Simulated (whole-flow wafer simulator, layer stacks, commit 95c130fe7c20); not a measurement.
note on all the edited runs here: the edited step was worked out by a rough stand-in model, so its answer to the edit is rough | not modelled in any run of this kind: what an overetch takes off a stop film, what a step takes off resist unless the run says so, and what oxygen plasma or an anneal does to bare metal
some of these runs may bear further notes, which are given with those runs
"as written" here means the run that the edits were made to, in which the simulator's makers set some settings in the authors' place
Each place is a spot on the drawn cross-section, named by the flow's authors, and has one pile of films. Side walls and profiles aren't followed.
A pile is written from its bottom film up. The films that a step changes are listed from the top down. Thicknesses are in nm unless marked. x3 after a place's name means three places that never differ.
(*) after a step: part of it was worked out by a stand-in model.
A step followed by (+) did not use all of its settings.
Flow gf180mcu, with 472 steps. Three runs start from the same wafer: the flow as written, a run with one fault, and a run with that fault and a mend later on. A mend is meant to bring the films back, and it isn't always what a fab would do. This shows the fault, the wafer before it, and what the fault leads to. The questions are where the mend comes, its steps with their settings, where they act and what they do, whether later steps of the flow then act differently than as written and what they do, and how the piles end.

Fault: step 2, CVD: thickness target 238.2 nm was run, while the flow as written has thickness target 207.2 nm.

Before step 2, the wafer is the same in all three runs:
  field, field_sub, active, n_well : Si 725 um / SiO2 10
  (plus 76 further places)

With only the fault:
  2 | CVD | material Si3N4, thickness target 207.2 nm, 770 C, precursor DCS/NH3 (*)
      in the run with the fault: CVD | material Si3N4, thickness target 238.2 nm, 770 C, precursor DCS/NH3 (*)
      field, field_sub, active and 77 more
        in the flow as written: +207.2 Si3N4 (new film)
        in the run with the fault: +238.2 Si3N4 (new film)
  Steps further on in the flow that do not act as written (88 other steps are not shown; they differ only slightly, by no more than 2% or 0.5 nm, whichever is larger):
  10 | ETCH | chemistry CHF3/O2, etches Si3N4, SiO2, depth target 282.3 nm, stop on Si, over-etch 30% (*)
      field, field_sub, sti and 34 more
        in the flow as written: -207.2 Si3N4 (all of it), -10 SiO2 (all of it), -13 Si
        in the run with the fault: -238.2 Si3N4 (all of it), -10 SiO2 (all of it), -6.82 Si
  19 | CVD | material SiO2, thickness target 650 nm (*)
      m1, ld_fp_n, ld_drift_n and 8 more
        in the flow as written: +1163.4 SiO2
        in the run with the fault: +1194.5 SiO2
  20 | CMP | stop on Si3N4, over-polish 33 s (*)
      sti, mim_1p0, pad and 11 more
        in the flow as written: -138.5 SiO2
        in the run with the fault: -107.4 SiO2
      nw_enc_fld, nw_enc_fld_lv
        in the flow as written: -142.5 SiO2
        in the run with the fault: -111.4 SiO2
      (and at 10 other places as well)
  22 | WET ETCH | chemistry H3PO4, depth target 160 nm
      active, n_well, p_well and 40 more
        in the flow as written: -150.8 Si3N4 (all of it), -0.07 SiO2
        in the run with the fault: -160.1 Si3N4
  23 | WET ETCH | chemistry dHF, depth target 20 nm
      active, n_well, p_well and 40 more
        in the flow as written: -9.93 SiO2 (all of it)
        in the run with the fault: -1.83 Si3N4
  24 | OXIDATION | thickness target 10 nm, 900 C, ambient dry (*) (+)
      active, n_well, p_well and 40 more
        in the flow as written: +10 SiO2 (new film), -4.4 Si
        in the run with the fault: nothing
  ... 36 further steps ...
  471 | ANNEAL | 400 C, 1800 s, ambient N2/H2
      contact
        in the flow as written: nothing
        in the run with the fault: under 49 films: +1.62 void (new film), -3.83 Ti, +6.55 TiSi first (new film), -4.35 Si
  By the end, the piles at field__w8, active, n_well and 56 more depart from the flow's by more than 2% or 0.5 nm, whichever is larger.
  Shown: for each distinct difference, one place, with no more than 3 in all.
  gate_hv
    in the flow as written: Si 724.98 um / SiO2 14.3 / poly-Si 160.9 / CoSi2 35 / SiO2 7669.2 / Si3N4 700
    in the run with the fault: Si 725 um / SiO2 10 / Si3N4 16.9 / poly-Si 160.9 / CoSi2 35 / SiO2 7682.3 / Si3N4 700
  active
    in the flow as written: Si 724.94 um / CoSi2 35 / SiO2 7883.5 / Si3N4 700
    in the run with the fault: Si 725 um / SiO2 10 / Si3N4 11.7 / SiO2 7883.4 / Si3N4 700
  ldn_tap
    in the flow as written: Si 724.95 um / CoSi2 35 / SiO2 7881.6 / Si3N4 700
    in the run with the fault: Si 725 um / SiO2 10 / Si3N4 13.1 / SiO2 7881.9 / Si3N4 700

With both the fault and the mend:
  The mend stands after step 2.
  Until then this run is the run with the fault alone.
  2a | WET ETCH | chemistry H3PO4, depth target 31.07 nm, 160 C
      field, field_sub, active and 77 more
        -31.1 Si3N4
  None of the later steps of the flow differs from how it acts as written, at any place that is followed, by more than 2% or 0.5 nm, whichever is larger.
  The piles end the same as the flow's at every place that both follow.
